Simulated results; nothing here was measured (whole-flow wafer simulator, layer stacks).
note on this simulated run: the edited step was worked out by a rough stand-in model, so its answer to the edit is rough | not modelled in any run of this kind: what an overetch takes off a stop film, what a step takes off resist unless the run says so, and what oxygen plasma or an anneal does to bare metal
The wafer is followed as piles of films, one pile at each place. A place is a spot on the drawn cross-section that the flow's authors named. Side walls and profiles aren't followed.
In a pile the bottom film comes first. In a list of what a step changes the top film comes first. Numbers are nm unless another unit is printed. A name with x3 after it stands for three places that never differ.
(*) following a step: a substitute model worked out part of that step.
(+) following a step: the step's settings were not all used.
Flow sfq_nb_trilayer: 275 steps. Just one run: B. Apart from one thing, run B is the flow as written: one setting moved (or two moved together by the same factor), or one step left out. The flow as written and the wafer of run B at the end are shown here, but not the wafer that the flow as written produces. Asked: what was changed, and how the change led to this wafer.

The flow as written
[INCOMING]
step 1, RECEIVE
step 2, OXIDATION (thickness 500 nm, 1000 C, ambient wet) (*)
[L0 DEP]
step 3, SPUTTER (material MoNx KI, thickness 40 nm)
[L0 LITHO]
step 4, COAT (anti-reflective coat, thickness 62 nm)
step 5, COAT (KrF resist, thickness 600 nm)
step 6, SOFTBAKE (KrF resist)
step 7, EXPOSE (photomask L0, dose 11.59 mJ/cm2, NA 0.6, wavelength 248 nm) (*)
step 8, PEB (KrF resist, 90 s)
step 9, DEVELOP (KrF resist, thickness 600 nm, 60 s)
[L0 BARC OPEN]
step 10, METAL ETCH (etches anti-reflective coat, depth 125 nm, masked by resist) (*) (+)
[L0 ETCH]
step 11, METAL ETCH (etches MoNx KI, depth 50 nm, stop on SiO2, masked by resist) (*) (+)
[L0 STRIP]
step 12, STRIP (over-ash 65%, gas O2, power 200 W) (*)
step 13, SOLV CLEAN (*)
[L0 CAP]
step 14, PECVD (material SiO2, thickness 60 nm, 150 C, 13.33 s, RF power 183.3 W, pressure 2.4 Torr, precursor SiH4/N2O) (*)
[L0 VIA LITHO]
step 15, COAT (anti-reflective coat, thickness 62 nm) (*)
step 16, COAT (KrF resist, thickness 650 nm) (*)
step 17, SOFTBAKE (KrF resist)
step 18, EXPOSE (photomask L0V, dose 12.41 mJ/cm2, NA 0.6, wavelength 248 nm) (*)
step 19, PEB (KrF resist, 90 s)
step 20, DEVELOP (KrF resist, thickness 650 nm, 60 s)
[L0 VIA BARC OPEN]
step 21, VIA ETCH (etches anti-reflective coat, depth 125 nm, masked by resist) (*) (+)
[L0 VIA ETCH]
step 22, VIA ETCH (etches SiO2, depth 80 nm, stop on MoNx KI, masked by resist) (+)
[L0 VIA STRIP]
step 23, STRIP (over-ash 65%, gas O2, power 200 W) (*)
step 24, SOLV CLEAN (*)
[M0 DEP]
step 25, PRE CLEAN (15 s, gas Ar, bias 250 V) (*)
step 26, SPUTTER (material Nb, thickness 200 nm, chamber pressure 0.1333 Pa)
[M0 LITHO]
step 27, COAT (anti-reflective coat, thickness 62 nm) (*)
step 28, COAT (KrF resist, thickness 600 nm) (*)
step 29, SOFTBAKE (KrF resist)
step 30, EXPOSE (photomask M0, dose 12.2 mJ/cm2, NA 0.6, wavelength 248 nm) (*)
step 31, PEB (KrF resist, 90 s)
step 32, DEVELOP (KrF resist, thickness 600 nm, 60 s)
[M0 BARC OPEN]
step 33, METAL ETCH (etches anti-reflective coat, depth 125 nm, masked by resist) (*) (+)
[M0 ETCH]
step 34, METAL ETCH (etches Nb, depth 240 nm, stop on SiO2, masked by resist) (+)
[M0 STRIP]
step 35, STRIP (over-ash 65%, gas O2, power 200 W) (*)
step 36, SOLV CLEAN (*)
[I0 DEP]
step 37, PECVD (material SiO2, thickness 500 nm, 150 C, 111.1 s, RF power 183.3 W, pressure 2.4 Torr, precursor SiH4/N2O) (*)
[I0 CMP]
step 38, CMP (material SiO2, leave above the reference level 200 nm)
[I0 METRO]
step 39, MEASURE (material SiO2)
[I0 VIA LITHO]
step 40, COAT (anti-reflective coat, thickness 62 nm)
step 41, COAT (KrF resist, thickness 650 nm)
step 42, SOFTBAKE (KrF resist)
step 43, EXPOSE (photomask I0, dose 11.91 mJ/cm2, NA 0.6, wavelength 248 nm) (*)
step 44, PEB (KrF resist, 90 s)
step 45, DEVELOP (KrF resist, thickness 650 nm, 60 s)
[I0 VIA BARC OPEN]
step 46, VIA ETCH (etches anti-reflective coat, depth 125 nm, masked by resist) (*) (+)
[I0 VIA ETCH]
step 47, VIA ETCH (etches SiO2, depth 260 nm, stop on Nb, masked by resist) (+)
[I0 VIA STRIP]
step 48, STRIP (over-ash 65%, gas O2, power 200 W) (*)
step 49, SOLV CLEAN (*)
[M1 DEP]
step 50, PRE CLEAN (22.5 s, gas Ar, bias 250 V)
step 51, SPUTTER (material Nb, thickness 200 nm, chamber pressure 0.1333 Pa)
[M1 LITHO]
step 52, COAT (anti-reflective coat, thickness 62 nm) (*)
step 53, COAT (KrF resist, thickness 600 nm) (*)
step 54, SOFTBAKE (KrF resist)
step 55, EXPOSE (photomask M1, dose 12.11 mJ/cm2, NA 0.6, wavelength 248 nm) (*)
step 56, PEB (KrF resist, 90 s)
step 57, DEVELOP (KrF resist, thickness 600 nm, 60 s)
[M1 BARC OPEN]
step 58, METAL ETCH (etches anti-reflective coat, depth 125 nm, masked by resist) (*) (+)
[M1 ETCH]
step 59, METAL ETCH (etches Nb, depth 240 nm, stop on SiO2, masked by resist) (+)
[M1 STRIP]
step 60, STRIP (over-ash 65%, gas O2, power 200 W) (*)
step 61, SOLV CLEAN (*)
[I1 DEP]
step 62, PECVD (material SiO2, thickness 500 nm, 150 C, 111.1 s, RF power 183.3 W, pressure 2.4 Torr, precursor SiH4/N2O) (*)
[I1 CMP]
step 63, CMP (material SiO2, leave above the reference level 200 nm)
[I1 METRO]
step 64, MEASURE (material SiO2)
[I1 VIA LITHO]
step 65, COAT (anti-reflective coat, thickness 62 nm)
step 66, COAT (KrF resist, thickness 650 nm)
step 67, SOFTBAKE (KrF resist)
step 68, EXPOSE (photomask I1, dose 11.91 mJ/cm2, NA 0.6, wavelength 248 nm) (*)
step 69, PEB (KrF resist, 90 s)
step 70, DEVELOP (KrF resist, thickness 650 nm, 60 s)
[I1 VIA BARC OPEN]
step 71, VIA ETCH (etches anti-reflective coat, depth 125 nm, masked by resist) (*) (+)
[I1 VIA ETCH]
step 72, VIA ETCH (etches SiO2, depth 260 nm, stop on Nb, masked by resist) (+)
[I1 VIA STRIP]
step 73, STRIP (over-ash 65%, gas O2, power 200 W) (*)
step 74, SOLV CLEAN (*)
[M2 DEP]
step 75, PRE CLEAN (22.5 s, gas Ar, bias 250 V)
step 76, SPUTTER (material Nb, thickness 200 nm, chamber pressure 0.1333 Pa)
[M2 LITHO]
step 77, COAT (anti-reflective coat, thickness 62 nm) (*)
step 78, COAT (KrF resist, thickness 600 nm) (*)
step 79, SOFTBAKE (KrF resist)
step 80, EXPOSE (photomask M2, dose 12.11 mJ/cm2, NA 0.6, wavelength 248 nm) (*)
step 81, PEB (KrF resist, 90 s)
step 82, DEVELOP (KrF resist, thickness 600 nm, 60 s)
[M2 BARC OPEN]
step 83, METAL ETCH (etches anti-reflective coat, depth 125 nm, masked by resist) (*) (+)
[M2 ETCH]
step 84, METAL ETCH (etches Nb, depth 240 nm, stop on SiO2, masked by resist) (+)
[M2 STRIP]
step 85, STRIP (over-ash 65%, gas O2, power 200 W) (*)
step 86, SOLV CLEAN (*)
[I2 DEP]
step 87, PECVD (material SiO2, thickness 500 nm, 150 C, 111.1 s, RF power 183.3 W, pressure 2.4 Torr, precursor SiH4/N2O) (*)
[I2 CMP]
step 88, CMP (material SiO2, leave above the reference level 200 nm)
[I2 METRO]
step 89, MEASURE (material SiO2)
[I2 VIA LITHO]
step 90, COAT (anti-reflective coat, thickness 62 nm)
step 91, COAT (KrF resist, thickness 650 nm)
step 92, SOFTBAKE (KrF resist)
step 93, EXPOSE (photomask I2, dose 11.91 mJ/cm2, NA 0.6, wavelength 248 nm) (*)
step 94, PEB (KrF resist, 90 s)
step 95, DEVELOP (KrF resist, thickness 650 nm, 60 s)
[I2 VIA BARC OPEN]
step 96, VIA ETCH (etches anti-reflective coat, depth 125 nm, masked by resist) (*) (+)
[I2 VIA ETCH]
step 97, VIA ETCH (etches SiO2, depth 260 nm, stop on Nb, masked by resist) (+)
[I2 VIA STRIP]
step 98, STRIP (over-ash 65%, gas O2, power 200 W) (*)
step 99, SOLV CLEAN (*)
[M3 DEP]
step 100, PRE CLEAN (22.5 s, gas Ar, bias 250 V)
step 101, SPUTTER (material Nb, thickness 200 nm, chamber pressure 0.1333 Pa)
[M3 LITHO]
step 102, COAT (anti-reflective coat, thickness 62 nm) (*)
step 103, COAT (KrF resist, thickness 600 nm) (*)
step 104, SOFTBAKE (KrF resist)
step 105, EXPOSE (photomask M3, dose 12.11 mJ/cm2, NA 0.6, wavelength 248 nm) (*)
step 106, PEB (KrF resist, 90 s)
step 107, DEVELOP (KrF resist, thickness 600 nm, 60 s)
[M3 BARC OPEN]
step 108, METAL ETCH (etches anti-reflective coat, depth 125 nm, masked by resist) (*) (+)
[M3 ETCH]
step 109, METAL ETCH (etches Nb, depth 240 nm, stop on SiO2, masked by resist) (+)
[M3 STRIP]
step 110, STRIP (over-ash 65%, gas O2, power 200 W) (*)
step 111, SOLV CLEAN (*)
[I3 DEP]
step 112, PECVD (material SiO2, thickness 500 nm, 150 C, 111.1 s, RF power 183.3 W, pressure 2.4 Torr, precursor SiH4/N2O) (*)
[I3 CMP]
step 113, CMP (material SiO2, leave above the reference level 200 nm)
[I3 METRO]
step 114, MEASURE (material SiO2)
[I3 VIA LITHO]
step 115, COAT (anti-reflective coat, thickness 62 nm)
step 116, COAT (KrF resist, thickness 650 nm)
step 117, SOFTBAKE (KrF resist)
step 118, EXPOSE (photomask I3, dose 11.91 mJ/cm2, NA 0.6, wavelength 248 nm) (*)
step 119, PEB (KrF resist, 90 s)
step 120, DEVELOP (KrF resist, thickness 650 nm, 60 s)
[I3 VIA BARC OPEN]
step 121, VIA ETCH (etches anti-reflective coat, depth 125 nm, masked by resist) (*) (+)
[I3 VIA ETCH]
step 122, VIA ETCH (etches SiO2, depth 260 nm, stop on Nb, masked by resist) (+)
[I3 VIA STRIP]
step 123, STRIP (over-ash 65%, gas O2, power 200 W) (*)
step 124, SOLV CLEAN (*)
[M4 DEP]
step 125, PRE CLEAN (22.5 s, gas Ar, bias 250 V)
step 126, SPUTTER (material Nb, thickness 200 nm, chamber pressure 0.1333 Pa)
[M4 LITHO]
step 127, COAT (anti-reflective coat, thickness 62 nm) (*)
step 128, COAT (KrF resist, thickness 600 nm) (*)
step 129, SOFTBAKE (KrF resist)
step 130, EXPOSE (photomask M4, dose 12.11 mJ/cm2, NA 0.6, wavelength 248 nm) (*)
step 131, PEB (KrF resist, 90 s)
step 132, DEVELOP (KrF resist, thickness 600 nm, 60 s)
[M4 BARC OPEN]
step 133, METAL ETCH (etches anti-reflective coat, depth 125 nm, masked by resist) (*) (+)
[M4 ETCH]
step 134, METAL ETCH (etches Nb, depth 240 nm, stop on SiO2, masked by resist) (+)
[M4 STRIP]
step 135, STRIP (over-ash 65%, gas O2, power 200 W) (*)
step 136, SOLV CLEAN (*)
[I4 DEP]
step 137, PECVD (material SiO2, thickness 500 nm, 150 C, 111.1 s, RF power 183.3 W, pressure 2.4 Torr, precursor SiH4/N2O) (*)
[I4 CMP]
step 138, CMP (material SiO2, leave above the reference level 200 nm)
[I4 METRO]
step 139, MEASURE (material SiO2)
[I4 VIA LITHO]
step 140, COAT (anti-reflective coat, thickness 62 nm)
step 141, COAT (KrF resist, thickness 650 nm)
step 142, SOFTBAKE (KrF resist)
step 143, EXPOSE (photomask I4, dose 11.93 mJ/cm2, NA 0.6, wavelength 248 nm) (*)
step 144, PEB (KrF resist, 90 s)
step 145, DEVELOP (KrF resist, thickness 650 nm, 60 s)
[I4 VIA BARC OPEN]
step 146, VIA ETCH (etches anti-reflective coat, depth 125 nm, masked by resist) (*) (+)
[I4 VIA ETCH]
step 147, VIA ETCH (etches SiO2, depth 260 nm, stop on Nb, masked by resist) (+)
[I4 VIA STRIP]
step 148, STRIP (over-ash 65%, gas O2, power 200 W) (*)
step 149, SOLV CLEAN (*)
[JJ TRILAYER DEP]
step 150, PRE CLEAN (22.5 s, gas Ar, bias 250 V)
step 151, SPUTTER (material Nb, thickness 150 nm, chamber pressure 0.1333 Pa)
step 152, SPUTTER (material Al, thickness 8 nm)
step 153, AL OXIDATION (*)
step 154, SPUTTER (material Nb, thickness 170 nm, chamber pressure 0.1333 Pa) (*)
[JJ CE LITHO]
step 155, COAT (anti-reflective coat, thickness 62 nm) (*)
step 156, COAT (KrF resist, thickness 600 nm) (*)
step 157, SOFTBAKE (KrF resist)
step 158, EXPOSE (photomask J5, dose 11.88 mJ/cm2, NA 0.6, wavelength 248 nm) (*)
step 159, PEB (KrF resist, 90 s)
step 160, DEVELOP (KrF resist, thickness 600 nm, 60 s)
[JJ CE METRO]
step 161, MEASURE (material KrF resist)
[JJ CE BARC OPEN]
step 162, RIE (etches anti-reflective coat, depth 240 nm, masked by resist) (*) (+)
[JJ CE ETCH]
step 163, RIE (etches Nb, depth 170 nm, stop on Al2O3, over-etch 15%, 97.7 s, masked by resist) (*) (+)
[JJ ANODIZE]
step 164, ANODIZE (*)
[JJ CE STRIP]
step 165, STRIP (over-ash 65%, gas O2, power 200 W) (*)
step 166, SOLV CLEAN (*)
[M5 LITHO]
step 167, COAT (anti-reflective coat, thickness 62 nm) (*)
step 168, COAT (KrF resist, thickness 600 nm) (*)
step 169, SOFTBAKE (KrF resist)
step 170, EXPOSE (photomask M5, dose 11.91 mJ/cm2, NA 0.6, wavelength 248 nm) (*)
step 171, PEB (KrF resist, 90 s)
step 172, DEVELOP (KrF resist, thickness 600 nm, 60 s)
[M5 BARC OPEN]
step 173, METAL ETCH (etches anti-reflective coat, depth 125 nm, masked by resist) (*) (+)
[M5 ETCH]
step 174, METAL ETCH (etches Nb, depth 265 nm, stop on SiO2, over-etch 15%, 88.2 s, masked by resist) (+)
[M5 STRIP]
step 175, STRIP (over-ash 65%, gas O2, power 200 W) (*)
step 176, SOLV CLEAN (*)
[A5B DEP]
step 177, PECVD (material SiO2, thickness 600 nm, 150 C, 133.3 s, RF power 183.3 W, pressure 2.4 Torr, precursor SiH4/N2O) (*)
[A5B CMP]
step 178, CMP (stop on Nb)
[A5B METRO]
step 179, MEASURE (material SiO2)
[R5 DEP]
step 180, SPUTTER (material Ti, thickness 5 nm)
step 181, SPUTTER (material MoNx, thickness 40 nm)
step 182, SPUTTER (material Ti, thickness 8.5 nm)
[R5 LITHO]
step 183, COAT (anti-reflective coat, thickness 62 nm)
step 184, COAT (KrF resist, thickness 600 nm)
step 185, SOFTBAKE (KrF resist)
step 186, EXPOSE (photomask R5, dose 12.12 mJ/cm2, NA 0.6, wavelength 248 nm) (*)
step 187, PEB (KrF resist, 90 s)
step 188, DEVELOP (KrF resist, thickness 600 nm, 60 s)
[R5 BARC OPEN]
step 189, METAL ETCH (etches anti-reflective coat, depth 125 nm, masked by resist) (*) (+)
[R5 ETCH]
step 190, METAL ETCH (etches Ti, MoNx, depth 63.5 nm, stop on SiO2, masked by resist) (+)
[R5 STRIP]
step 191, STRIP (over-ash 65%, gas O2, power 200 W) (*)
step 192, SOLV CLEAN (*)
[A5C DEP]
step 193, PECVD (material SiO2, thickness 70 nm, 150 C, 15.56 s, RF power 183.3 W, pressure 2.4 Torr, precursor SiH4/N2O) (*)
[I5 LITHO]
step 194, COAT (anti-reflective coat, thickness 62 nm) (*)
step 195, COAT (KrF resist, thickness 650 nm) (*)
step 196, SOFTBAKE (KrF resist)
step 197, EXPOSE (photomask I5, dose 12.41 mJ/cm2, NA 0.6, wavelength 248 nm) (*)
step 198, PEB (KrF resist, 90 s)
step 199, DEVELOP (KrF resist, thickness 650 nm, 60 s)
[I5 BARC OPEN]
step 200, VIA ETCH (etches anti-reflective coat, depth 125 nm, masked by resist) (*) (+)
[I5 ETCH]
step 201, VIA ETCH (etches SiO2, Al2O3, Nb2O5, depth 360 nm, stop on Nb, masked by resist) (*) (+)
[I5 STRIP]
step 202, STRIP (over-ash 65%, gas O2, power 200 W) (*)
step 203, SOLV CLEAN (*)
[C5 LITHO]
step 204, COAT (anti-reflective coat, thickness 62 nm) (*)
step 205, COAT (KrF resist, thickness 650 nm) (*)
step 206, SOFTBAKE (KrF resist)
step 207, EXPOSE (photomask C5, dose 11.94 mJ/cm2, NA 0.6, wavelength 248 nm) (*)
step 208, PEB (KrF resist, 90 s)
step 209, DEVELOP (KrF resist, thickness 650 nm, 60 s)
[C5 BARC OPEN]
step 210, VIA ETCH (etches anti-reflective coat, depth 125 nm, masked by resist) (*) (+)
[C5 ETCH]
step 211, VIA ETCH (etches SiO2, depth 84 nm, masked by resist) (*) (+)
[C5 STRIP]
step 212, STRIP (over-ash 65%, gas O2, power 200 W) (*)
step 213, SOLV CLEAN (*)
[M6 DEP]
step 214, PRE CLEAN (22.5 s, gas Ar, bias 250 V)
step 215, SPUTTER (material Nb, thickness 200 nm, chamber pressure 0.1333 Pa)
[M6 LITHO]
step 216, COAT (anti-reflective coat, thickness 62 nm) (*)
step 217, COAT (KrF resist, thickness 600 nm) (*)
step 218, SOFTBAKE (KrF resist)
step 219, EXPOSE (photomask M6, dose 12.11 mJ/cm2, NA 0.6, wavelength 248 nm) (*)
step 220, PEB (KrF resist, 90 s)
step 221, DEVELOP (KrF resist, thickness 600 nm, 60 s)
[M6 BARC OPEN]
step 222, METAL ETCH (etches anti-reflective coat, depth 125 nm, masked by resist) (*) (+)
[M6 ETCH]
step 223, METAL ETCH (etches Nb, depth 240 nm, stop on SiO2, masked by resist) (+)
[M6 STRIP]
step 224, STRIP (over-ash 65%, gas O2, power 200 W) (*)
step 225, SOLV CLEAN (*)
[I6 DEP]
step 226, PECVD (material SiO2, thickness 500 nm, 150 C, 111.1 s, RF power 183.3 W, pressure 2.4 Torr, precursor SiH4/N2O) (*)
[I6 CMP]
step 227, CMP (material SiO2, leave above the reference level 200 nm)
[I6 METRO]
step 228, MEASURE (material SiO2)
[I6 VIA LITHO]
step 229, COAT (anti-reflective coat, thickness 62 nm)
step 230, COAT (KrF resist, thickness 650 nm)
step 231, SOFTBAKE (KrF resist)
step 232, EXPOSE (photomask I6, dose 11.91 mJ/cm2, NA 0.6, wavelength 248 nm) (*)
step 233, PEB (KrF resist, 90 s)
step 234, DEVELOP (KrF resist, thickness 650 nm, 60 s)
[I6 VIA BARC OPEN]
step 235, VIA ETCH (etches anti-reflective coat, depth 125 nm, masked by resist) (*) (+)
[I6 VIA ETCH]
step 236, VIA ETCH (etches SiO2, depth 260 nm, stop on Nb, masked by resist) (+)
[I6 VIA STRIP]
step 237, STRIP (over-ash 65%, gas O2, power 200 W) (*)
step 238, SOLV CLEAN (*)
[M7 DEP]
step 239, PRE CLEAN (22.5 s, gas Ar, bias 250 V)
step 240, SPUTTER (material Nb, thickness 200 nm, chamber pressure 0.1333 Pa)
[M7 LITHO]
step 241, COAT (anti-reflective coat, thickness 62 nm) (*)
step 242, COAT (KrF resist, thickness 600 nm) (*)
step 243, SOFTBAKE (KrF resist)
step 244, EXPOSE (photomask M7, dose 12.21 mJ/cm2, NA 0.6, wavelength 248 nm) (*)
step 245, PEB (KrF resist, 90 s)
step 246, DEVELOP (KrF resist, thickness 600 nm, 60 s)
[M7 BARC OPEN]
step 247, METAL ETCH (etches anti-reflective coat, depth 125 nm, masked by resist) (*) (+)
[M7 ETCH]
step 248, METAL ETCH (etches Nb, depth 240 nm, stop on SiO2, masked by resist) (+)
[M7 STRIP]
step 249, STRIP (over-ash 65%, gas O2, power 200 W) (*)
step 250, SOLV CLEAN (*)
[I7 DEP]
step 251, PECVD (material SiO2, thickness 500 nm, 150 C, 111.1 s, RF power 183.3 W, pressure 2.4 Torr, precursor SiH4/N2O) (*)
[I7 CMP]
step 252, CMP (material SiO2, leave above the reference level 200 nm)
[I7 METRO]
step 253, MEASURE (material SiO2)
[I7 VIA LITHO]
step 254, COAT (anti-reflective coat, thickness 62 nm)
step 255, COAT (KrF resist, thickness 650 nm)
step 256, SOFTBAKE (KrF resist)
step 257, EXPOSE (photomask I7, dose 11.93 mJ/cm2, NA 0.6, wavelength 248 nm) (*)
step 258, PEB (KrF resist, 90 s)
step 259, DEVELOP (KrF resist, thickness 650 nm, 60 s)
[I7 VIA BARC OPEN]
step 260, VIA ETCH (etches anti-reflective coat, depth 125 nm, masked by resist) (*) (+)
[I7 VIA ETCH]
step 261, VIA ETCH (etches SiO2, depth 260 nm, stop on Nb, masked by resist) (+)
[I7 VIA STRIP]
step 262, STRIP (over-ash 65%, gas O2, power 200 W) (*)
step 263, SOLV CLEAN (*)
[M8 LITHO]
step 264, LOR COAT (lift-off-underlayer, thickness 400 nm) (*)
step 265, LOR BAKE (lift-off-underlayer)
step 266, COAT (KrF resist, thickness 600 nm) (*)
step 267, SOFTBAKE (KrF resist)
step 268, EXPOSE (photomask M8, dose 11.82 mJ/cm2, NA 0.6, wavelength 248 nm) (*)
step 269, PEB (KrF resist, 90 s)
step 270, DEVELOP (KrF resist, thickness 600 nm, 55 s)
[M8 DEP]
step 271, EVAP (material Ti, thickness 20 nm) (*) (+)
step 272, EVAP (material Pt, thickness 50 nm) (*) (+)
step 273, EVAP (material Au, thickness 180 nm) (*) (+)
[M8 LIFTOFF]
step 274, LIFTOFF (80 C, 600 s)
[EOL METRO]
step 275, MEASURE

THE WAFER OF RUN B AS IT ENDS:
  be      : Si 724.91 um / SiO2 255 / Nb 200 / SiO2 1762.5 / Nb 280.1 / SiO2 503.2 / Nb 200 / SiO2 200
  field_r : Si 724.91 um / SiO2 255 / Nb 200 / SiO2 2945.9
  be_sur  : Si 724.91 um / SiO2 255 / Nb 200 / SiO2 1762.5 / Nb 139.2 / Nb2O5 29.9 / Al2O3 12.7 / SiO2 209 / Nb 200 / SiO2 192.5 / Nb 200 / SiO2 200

The reason: step 2, OXIDATION: thickness 200 nm was run, while the flow as written has thickness 500 nm.

Step by step, how the change led to this:
  step 2, OXIDATION (thickness 500 nm, 1000 C, ambient wet) (*)
      field_l, v_sur, via_wl and 103 more: SiO2 gains 200 (new film), chemical SiO2 loses 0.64 (all of it), Si loses 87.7 (as written it would have been: SiO2 gains 500 (new film), chemical SiO2 loses 0.64 (all of it), Si loses 219.7)
